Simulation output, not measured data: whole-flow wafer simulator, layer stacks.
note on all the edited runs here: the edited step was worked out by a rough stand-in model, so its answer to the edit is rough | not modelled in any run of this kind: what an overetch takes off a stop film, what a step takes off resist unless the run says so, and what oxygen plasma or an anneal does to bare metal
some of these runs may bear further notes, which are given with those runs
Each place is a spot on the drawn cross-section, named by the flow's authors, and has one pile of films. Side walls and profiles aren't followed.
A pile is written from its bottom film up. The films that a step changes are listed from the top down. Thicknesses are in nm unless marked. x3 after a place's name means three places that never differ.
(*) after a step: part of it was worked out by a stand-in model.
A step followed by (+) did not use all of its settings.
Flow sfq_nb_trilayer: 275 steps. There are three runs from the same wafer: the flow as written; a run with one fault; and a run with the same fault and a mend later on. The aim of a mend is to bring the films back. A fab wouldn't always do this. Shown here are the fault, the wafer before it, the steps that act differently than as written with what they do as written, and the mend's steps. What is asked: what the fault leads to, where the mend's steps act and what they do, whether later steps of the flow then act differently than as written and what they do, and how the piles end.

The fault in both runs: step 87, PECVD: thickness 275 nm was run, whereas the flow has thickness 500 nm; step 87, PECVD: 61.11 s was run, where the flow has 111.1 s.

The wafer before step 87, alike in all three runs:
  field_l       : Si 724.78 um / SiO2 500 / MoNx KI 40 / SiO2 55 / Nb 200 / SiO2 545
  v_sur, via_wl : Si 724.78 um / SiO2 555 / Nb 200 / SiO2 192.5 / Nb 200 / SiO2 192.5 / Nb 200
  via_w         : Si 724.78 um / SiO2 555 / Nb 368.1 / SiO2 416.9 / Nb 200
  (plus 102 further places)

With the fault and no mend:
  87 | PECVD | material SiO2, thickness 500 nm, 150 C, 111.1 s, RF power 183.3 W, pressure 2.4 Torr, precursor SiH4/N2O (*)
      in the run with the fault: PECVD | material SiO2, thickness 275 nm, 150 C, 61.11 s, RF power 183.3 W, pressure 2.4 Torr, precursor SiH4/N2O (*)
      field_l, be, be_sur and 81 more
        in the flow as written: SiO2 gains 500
        in the run with the fault: SiO2 gains 275
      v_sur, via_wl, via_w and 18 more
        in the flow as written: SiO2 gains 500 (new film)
        in the run with the fault: SiO2 gains 275 (new film)
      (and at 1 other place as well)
  Steps further on in the flow that do not act as written (15 other steps are not shown; they differ only slightly, by no more than 2% or 0.5 nm, whichever is larger):
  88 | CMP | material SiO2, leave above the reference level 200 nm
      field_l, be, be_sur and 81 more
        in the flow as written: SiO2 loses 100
        in the run with the fault: nothing
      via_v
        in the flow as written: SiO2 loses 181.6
        in the run with the fault: nothing
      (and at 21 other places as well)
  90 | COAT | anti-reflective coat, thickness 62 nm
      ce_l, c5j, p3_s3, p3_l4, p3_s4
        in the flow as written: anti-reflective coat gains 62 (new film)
        in the run with the fault: anti-reflective coat gains 63.4 (new film)
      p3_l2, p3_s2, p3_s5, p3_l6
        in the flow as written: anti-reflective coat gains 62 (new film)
        in the run with the fault: anti-reflective coat gains 63.6 (new film)
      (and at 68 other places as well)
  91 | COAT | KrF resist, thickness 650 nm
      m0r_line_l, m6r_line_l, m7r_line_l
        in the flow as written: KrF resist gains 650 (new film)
        in the run with the fault: KrF resist gains 674.9 (new film)
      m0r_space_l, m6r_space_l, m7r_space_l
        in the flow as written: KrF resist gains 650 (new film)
        in the run with the fault: KrF resist gains 665.1 (new film)
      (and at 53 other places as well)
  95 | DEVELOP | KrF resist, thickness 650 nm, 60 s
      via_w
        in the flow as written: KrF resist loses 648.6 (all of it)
        in the run with the fault: KrF resist loses 604.5 (all of it)
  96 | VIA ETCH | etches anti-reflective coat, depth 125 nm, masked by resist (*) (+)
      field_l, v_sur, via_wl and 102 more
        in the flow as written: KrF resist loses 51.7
        in the run with the fault: KrF resist loses 43.3
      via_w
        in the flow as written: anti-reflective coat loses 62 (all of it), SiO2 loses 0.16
        in the run with the fault: anti-reflective coat loses 52 (all of it), SiO2 loses 0.13
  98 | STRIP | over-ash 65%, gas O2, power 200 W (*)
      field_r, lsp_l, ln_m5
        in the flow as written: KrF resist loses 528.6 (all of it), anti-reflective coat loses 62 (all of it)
        in the run with the fault: KrF resist loses 542.3 (all of it), anti-reflective coat loses 62.8 (all of it)
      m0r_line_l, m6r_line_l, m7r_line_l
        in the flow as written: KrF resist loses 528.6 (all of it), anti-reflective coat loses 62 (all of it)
        in the run with the fault: KrF resist loses 561.8 (all of it), anti-reflective coat loses 62.9 (all of it)
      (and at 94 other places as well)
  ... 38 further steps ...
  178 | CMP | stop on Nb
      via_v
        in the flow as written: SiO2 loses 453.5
        in the run with the fault: SiO2 loses 340.8
  By the end, the piles at via_v, ln_m5, lsp_m and 10 more depart from the flow's by more than 2% or 0.5 nm, whichever is larger.
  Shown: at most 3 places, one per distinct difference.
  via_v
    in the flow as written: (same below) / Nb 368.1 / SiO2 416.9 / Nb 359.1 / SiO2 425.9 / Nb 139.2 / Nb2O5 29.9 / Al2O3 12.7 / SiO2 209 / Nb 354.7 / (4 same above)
    in the run with the fault: (same below) / Nb 368.1 / SiO2 229.4 / Nb 168 / SiO2 151.8 / Nb 90.1 / SiO2 344 / Nb 104.3 / Nb2O5 36.3 / Al2O3 9.16 / SiO2 459.7 / Nb 354.7 / (4 same above)
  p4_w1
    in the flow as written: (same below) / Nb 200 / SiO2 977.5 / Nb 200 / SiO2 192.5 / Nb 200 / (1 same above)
    in the run with the fault: (same below) / Nb 200 / SiO2 852.5 / Nb 200 / SiO2 317.5 / Nb 200 / (1 same above)
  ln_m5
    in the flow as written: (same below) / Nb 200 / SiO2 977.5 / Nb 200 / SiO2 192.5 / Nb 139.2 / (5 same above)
    in the run with the fault: (same below) / Nb 200 / SiO2 952.5 / Nb 200 / SiO2 217.5 / Nb 139.2 / (5 same above)

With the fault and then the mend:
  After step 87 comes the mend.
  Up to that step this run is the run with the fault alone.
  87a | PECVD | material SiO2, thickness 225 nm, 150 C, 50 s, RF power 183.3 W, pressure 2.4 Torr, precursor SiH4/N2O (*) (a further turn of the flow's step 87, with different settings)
      field_l, v_sur, via_wl and 102 more
        SiO2 gains 225
      via_v
        SiO2 gains 200.4
  Steps further on in the flow that do not act as written:
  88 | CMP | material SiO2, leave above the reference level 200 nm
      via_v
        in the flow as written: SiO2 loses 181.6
        in the run with the mend: SiO2 loses 13
  By the end, the piles equal the flow's at every place that both follow.
